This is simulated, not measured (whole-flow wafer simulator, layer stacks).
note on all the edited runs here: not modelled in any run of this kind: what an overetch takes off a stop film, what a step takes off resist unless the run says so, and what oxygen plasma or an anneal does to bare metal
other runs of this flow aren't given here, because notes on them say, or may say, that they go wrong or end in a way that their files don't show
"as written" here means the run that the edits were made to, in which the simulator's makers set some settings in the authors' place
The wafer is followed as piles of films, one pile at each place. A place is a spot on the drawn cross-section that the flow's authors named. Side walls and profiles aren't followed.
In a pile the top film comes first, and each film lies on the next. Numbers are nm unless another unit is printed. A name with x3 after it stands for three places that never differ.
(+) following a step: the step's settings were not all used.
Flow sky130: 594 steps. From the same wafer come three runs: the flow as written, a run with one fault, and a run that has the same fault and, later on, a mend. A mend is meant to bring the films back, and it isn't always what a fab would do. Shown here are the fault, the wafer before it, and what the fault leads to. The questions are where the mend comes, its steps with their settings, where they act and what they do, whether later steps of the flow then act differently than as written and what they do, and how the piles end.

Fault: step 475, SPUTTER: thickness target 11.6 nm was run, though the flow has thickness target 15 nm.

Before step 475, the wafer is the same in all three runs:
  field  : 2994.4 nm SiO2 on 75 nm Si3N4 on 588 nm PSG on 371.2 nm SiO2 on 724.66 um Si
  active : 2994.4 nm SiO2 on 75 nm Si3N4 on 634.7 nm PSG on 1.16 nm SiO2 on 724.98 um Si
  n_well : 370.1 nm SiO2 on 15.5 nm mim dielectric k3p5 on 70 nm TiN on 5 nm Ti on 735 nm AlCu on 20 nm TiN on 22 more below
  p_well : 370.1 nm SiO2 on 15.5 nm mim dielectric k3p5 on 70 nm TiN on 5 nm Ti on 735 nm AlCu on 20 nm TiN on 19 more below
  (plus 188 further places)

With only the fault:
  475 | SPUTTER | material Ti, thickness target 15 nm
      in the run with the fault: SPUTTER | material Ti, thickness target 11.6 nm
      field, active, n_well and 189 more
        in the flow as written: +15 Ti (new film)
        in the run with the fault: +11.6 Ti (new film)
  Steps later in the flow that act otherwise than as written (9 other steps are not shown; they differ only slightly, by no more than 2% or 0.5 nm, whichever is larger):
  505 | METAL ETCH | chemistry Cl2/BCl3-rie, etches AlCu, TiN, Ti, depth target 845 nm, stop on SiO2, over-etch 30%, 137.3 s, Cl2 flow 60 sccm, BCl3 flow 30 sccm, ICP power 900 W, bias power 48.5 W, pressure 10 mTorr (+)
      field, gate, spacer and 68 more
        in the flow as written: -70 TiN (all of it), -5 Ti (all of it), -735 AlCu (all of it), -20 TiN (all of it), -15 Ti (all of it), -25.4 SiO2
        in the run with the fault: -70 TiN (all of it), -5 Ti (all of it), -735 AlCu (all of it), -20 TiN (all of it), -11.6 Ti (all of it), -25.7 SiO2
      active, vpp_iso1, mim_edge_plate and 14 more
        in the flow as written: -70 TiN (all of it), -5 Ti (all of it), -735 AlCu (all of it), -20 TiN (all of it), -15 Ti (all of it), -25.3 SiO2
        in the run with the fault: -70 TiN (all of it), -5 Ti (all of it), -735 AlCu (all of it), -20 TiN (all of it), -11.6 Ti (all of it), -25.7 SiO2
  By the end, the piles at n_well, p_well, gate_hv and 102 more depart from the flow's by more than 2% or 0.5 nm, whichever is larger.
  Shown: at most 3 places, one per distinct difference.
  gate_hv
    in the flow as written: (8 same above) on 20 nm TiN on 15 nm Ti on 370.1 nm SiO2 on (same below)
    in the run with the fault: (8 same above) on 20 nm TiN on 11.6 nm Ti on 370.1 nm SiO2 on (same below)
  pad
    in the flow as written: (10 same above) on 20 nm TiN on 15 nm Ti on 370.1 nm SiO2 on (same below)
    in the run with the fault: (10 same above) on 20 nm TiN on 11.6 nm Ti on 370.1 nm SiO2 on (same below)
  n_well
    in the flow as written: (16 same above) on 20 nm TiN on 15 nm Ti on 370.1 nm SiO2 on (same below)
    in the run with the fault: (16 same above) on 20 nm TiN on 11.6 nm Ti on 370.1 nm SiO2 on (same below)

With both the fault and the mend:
  The mend stands after step 475.
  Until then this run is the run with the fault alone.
  475a | SPUTTER | material Ti, thickness target 3.4 nm (the flow's step 475 again, with other settings)
      field, active, n_well and 189 more
        +3.4 Ti
  None of the later steps of the flow acts differently than as written at any place that is followed.
  The piles end the same as the flow's at every place that both follow.
